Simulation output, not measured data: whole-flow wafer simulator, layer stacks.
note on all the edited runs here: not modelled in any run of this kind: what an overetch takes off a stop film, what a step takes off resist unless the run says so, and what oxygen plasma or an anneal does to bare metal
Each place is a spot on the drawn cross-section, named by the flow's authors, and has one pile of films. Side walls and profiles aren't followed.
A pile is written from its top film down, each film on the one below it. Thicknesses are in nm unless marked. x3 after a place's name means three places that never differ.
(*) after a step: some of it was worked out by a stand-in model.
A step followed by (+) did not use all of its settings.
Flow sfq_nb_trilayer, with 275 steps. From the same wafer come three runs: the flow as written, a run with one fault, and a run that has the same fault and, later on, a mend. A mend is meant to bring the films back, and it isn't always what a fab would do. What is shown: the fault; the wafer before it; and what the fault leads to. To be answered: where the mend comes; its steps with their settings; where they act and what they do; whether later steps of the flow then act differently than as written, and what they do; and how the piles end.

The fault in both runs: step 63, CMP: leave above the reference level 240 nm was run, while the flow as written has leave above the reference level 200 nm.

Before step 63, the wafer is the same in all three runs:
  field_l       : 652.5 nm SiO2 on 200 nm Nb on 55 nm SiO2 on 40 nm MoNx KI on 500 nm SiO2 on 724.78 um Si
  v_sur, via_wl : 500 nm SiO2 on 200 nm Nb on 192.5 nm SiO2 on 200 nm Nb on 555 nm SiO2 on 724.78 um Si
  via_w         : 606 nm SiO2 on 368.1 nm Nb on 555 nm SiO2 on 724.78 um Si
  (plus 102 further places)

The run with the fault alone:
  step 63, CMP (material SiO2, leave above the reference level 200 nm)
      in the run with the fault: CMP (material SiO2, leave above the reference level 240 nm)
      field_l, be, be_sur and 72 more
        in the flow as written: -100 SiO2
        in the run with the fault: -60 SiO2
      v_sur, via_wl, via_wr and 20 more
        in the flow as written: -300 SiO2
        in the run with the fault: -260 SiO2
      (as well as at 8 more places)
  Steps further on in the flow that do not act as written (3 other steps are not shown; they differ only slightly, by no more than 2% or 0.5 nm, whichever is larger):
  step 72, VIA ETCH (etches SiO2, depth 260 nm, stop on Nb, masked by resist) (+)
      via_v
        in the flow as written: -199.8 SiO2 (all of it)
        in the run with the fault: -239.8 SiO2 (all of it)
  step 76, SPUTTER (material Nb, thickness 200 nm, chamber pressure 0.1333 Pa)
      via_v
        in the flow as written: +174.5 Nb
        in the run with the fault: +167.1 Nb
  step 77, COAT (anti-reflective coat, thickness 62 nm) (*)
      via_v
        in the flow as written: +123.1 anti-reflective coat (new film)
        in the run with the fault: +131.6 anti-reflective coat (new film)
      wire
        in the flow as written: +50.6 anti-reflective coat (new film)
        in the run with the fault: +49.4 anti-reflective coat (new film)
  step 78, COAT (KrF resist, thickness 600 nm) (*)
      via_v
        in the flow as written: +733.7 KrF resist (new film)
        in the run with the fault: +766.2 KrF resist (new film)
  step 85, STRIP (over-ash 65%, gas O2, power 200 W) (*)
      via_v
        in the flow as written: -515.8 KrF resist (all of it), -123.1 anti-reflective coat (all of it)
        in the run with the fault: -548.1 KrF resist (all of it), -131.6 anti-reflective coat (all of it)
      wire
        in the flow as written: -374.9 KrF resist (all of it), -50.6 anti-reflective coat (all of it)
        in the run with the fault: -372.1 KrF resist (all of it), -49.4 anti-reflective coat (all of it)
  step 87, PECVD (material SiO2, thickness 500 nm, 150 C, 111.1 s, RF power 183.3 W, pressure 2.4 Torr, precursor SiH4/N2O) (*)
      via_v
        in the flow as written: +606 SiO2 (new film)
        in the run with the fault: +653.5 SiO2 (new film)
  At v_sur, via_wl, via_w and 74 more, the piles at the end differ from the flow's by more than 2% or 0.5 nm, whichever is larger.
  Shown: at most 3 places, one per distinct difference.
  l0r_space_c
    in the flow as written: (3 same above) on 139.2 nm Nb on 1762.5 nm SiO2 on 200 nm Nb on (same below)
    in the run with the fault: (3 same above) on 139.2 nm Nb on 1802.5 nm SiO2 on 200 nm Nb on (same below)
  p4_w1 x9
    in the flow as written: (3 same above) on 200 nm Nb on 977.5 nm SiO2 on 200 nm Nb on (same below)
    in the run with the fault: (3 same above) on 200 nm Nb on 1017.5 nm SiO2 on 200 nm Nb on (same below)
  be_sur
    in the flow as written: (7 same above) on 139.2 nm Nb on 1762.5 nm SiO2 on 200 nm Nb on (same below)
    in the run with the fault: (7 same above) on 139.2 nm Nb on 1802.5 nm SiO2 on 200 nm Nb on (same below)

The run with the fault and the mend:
  The mend stands after step 64.
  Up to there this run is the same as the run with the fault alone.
  step 64a, CMP (material SiO2, leave above the reference level 200 nm) (the flow's step 63, run once more)
      field_l, v_sur, via_wl and 103 more
        -40 SiO2
  Later steps of the flow that are run all act as written at every place that is followed.
  By the end, the piles equal the flow's at every place that both follow.
